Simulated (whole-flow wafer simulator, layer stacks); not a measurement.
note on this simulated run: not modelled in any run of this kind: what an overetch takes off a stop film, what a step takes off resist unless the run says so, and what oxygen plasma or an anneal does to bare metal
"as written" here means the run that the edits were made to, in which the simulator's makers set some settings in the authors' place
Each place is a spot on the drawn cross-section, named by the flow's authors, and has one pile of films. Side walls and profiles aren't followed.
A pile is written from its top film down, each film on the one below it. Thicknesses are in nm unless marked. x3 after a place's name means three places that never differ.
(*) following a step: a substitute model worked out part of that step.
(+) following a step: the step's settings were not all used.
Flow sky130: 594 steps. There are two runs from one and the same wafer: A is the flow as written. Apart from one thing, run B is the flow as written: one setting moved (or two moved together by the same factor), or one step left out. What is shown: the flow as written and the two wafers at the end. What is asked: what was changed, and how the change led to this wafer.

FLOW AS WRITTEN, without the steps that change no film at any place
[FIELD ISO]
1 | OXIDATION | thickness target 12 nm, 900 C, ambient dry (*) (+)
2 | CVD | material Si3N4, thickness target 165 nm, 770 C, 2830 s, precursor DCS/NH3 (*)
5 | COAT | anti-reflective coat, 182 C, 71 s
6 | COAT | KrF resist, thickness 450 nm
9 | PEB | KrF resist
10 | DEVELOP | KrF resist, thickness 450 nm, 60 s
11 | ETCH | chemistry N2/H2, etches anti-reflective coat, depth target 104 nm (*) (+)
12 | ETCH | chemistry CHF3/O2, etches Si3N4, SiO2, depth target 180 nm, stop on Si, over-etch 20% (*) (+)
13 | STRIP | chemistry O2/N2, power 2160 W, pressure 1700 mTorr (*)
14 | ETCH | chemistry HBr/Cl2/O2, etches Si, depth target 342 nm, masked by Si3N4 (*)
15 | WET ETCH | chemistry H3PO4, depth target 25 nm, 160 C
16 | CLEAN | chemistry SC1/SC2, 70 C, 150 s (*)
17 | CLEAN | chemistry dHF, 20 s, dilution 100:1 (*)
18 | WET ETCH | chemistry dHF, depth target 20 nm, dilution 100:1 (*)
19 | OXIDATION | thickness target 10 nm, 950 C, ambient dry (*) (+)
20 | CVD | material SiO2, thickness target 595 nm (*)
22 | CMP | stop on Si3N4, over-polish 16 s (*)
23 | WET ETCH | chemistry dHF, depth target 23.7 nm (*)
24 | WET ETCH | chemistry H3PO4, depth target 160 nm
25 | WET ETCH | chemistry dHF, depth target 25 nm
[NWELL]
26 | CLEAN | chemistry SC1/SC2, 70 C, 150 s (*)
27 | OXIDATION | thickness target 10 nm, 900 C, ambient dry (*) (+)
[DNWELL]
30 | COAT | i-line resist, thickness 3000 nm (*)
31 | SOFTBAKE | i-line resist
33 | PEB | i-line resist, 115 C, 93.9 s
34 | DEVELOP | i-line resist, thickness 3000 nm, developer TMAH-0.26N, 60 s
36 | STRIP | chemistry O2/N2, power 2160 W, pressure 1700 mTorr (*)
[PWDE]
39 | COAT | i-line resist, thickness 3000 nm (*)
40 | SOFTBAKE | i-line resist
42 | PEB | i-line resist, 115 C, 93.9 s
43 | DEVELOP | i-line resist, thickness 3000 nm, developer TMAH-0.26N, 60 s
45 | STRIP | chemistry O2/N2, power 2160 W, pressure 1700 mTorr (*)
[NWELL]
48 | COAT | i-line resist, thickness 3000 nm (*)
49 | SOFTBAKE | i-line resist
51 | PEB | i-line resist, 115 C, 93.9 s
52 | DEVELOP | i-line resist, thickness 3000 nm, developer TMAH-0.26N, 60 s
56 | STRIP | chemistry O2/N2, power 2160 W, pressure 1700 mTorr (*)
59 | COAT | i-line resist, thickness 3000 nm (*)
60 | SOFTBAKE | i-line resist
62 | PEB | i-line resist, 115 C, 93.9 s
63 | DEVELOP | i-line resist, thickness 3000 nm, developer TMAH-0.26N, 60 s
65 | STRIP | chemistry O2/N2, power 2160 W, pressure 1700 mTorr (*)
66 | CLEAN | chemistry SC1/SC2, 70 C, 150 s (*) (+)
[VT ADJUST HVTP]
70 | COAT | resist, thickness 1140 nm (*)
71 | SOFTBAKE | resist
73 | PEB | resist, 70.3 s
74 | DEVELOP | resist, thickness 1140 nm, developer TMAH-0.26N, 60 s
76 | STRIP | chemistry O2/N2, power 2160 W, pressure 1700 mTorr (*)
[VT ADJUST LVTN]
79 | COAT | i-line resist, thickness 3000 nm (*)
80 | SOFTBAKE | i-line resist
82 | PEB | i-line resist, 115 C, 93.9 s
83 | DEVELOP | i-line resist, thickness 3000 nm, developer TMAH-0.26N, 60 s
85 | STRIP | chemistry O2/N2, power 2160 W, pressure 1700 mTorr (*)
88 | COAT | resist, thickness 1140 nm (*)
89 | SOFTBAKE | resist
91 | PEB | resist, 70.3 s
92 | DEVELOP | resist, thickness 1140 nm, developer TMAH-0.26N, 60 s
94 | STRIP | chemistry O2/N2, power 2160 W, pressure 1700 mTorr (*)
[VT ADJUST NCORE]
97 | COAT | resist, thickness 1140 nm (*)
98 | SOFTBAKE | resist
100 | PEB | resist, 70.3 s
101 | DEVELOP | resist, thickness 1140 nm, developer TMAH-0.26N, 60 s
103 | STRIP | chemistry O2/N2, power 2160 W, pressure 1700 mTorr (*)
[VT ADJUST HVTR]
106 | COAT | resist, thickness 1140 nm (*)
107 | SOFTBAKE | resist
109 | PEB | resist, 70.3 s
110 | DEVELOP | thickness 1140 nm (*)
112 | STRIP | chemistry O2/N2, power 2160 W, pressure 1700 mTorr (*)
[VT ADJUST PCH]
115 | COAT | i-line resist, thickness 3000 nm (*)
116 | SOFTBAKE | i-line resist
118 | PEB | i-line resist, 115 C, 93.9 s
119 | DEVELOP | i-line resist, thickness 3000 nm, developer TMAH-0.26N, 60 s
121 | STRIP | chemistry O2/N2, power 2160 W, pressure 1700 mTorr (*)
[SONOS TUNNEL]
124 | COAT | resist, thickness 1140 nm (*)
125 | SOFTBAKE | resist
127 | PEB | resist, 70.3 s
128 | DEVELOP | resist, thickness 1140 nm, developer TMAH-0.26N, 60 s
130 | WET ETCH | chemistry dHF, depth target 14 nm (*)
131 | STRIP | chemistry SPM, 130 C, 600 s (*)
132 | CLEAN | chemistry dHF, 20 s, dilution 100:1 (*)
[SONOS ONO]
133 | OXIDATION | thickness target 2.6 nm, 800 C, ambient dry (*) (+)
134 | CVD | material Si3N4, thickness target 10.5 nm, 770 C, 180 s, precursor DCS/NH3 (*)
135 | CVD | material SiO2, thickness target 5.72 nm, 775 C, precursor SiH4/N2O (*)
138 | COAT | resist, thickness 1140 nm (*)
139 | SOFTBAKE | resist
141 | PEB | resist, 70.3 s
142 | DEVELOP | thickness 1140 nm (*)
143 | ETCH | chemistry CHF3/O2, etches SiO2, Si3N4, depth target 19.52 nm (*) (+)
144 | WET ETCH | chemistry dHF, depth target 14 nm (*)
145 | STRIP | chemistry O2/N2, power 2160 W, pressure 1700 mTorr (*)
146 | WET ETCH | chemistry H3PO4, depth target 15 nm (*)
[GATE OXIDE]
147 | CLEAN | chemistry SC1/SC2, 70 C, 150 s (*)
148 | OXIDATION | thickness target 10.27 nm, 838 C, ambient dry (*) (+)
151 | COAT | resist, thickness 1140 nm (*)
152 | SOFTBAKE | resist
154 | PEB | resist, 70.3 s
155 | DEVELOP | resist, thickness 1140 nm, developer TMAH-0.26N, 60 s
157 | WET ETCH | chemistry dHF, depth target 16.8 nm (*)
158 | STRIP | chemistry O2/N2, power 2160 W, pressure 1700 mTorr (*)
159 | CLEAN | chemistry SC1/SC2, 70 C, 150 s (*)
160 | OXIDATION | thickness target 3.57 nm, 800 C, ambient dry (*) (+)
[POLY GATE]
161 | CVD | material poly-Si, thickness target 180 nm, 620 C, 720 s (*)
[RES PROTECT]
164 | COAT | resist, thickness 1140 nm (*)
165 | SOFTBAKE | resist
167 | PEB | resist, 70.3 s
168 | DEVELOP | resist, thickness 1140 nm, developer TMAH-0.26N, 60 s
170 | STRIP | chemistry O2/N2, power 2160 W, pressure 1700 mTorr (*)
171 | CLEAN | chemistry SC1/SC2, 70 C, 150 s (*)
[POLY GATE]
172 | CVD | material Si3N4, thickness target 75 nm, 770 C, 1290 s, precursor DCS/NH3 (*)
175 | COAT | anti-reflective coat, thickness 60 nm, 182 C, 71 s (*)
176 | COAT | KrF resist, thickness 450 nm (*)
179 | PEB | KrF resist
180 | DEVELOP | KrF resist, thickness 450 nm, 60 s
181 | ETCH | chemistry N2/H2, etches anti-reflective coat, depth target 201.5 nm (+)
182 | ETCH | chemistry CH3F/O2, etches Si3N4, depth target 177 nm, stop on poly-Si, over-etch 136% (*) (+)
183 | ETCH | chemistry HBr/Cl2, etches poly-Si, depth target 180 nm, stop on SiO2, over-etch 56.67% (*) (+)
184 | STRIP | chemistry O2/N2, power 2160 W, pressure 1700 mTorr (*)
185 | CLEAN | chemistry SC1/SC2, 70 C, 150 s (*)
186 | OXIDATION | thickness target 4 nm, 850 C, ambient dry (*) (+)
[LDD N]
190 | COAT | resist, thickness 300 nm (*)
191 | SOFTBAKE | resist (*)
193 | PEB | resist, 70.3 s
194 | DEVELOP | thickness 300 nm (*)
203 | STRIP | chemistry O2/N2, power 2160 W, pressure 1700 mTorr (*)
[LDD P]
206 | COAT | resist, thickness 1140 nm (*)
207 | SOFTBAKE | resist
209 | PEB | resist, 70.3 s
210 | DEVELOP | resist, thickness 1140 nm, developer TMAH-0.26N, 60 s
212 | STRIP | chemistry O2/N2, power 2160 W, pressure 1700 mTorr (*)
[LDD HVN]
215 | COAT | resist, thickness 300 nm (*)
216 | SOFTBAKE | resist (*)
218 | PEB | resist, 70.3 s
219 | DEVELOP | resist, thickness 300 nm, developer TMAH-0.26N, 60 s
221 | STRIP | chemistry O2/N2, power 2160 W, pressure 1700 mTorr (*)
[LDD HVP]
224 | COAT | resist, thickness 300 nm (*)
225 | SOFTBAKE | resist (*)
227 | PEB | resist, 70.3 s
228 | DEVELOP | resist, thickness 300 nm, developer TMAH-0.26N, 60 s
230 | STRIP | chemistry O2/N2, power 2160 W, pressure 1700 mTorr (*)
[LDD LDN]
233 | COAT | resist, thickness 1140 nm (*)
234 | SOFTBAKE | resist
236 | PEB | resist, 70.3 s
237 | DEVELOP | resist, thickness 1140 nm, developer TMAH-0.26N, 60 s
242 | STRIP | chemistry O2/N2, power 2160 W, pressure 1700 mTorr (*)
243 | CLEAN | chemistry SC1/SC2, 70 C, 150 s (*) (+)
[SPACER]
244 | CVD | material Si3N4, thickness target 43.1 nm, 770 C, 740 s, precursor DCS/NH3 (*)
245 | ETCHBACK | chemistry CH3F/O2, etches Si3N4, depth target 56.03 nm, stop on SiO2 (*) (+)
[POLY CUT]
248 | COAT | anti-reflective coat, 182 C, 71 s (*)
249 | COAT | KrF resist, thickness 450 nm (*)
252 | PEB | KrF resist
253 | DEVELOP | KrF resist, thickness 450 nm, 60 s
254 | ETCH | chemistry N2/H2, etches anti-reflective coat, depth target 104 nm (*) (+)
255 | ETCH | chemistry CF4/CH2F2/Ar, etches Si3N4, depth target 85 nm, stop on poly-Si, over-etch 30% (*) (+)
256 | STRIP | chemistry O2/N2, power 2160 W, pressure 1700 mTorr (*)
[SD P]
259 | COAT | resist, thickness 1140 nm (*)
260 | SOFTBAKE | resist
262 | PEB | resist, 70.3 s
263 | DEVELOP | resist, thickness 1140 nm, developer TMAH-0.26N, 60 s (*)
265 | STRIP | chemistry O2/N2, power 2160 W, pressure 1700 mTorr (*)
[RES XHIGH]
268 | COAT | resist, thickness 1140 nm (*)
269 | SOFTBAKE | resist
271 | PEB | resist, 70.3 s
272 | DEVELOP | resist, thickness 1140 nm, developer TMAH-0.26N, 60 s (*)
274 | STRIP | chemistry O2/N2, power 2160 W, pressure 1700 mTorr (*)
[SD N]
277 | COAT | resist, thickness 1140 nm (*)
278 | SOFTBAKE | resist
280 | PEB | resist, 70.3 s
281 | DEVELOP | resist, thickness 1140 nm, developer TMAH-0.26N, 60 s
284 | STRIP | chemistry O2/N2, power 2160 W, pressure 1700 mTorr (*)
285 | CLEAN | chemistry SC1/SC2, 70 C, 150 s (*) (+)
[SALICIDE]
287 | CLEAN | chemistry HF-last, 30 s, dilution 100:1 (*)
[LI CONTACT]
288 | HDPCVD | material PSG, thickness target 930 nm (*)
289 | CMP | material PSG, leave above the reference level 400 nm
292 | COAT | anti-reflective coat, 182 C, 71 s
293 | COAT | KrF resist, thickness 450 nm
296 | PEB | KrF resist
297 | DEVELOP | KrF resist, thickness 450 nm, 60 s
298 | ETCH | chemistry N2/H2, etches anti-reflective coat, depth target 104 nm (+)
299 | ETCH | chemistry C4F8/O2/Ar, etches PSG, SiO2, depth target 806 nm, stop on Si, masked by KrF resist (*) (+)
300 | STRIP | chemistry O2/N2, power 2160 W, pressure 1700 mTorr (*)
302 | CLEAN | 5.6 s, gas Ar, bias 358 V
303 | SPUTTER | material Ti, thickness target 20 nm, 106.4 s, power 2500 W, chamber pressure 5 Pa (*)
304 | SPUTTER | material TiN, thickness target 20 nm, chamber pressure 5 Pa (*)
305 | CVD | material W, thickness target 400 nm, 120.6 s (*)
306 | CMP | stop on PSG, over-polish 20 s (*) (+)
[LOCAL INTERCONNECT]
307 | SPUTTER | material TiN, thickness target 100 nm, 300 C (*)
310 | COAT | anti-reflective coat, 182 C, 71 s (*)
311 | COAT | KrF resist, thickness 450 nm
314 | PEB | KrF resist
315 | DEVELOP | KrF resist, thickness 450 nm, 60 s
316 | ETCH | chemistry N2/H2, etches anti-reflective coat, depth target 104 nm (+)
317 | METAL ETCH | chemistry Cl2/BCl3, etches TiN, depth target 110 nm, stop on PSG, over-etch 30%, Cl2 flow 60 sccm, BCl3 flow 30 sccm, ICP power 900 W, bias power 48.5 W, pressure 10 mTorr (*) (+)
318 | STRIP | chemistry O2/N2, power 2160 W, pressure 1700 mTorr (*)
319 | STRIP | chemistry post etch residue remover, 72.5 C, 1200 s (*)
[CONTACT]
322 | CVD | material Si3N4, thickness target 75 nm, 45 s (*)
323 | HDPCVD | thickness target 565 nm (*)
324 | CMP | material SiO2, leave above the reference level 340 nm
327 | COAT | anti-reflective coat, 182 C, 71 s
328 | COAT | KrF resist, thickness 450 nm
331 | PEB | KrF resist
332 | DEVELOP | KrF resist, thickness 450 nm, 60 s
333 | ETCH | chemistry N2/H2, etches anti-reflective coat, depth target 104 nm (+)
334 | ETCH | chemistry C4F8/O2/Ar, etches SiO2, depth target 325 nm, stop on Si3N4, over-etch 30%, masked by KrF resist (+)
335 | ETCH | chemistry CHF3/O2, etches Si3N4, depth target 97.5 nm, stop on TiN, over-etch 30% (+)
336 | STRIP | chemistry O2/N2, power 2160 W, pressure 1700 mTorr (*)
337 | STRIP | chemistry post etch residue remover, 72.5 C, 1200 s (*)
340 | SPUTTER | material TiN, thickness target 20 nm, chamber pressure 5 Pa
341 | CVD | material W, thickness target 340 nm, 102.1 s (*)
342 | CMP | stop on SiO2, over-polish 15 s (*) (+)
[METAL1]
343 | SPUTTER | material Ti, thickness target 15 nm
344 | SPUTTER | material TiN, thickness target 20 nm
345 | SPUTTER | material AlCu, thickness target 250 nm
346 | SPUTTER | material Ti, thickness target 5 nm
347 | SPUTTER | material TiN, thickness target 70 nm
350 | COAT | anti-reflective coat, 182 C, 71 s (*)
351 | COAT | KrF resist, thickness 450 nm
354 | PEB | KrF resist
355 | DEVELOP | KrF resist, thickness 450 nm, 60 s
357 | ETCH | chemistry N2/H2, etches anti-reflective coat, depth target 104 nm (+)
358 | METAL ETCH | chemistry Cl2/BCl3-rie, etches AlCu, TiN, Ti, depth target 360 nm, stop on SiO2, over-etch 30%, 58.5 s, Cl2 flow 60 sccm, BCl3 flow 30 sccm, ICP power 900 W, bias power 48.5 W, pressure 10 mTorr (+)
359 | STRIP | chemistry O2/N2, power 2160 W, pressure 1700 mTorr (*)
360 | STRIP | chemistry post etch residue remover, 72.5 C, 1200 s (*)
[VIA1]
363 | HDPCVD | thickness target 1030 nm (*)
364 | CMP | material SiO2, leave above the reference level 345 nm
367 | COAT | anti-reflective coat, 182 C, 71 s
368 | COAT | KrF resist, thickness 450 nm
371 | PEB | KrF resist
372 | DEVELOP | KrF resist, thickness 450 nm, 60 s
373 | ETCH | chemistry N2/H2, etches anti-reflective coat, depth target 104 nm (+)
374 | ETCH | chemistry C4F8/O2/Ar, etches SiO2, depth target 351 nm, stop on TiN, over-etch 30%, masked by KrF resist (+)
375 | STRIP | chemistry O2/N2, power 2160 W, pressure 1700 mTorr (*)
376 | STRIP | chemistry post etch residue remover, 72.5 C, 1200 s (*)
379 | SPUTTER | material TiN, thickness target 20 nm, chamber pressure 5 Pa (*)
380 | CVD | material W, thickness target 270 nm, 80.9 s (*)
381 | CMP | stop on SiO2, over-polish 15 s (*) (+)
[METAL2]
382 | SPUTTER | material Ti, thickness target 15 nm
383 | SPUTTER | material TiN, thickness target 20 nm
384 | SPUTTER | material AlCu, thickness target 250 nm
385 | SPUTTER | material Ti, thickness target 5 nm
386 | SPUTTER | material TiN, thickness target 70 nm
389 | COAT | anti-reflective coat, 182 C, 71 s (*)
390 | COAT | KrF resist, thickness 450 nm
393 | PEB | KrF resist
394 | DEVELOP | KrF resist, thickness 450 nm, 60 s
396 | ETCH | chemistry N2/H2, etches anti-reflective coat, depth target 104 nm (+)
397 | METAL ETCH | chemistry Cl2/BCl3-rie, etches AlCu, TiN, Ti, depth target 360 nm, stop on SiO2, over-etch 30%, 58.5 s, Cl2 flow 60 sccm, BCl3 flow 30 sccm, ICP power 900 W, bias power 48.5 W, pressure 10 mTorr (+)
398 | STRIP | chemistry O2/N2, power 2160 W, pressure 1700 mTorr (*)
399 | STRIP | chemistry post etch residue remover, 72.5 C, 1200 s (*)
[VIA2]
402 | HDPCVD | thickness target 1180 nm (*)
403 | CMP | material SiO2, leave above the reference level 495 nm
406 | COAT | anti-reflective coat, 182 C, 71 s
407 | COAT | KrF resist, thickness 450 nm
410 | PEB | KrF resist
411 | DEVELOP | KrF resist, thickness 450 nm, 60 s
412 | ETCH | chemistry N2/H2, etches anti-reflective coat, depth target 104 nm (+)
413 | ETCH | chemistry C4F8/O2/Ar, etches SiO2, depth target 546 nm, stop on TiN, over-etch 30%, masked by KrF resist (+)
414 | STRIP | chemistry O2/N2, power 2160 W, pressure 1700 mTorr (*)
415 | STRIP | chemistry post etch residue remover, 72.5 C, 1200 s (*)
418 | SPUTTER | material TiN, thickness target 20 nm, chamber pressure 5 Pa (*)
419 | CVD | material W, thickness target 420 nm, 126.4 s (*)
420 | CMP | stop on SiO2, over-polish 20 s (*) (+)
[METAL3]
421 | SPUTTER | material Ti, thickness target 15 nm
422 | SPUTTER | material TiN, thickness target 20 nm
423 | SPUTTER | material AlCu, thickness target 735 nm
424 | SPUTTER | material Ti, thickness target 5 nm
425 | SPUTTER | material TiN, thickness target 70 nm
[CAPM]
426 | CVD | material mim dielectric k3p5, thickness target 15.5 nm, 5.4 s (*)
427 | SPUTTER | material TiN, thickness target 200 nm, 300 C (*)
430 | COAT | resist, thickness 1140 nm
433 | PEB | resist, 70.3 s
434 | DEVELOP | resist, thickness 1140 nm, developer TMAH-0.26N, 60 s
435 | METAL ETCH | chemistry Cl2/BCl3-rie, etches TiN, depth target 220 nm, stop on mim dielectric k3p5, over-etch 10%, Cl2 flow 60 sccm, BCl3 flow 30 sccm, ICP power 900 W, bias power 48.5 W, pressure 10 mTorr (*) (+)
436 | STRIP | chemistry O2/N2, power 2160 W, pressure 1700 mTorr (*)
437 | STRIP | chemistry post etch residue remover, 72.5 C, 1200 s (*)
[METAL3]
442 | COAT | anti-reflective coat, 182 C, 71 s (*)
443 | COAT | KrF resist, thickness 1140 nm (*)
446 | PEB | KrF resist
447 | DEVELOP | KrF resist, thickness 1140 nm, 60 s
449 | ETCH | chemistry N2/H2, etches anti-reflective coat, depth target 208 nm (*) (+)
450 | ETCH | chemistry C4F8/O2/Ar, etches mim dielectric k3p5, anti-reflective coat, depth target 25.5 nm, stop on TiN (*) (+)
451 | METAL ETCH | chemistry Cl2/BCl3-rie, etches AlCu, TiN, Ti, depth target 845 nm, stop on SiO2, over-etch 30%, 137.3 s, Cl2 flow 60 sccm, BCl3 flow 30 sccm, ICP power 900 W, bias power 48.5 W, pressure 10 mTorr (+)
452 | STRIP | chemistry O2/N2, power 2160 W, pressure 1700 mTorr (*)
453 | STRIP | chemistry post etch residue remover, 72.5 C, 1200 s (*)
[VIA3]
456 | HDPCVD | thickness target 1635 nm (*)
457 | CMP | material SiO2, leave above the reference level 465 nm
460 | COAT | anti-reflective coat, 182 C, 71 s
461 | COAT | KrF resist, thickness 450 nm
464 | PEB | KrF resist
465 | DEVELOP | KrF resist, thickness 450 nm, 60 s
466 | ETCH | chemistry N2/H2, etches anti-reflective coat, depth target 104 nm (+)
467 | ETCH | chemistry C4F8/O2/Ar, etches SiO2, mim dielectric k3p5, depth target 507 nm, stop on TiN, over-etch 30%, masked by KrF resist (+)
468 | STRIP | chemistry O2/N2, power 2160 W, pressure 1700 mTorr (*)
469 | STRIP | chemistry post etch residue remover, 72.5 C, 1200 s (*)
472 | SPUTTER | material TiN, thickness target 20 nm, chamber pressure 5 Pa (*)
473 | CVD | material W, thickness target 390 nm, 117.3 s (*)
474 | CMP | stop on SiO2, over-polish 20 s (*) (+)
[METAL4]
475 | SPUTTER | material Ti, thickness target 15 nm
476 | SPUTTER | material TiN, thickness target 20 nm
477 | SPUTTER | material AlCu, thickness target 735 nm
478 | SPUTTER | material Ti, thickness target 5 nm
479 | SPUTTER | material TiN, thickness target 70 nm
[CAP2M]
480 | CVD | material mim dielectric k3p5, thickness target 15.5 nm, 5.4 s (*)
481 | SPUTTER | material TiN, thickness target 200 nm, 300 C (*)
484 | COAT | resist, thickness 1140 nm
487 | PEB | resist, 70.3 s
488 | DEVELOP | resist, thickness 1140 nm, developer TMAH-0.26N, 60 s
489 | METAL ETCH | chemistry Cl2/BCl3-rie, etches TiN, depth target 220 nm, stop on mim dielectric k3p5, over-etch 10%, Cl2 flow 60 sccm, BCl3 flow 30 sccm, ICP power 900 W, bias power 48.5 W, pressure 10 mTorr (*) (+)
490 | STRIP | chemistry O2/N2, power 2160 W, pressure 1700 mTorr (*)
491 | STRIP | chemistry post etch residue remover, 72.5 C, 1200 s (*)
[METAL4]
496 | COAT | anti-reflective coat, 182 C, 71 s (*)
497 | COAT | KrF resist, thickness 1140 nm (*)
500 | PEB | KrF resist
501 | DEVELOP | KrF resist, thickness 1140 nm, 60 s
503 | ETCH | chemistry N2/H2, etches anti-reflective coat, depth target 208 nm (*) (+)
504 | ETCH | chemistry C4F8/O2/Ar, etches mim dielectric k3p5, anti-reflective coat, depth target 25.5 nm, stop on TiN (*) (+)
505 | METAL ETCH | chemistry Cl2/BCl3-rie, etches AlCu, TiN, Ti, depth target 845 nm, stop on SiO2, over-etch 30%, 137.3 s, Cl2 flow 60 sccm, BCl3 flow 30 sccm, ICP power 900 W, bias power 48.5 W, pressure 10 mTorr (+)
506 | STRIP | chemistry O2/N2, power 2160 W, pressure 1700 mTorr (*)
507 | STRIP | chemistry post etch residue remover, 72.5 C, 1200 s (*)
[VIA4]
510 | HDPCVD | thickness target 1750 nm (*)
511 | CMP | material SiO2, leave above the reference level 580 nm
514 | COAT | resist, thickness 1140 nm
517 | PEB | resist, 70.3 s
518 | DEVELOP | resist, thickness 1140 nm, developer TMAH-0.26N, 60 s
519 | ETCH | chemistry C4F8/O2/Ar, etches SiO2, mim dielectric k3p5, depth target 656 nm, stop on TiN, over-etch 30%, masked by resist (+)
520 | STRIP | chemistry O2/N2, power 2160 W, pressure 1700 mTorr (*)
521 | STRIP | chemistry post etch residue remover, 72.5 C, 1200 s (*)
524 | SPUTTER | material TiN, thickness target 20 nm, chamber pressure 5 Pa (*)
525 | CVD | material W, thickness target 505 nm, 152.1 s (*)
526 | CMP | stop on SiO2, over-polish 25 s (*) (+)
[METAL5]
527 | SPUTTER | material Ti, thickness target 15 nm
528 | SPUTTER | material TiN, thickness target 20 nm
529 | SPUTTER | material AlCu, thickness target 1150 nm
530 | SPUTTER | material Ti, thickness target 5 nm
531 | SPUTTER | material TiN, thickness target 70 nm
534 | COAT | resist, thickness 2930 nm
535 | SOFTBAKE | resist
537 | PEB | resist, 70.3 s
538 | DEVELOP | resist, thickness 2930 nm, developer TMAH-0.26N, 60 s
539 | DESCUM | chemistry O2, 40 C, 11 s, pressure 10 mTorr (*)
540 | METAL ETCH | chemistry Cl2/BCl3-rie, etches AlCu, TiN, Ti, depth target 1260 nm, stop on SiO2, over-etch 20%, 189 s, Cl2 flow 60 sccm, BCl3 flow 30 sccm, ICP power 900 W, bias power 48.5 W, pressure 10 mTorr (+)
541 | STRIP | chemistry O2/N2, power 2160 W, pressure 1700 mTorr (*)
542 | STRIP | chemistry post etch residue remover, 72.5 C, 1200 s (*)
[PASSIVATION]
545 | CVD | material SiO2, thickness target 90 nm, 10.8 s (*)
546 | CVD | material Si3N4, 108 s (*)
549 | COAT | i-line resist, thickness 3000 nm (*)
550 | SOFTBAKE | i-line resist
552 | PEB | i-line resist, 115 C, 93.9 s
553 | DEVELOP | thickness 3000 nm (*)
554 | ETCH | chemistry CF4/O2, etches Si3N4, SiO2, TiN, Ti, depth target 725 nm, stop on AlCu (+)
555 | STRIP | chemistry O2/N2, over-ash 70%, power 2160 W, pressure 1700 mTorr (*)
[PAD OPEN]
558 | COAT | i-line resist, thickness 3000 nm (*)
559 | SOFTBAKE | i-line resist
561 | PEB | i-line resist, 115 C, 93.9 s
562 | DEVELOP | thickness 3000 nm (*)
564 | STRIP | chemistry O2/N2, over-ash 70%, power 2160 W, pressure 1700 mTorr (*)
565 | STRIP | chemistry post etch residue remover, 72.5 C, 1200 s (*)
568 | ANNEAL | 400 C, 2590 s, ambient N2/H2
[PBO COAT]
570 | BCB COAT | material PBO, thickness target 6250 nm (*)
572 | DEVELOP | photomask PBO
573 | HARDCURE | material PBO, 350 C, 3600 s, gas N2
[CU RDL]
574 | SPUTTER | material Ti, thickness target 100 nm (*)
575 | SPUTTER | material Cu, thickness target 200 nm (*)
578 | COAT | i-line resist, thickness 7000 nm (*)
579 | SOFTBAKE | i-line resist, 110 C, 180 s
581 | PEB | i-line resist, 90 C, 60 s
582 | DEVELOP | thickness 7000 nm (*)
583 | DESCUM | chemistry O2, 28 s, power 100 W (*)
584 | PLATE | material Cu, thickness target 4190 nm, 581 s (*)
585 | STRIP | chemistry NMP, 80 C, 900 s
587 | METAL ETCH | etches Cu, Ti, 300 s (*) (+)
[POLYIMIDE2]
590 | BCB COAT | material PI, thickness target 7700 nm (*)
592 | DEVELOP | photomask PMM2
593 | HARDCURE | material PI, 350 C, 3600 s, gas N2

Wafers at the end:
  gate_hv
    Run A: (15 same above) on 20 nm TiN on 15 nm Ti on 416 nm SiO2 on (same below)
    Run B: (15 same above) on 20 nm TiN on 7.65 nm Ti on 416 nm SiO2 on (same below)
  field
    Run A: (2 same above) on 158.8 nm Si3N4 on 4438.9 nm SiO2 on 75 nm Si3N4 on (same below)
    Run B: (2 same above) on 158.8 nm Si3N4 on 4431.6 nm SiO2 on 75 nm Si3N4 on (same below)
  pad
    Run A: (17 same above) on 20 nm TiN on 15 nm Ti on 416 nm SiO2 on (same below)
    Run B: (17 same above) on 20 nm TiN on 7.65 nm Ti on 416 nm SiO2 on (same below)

Cause: step 421, SPUTTER: thickness target 7.65 nm was run, while the flow as written has thickness target 15 nm.
The wafer itself shows it: gate_hv has Ti 7.65, and step 421 as written asks for 15 nm.

How this came from the change, step by step:
  421 | SPUTTER | material Ti, thickness target 15 nm
      field, active, n_well and 188 more: A Ti gains 15 (new film) | B Ti gains 7.65 (new film)
  451 | METAL ETCH | chemistry Cl2/BCl3-rie, etches AlCu, TiN, Ti, depth target 845 nm, stop on SiO2, over-etch 30%, 137.3 s, Cl2 flow 60 sccm, BCl3 flow 30 sccm, ICP power 900 W, bias power 48.5 W, pressure 10 mTorr (+)
      field, gate, spacer and 68 more: A TiN loses 70 (all of it), Ti loses 5 (all of it), AlCu loses 735 (all of it), TiN loses 20 (all of it), Ti loses 15 (all of it), SiO2 loses 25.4 | B TiN loses 70 (all of it), Ti loses 5 (all of it), AlCu loses 735 (all of it), TiN loses 20 (all of it), Ti loses 7.65 (all of it), SiO2 loses 26.1
      active, vpp_ln, vpp_iso2 and 11 more: A TiN loses 70 (all of it), Ti loses 5 (all of it), AlCu loses 735 (all of it), TiN loses 20 (all of it), Ti loses 15 (all of it), SiO2 loses 25.3 | B TiN loses 70 (all of it), Ti loses 5 (all of it), AlCu loses 735 (all of it), TiN loses 20 (all of it), Ti loses 7.65 (all of it), SiO2 loses 26.1
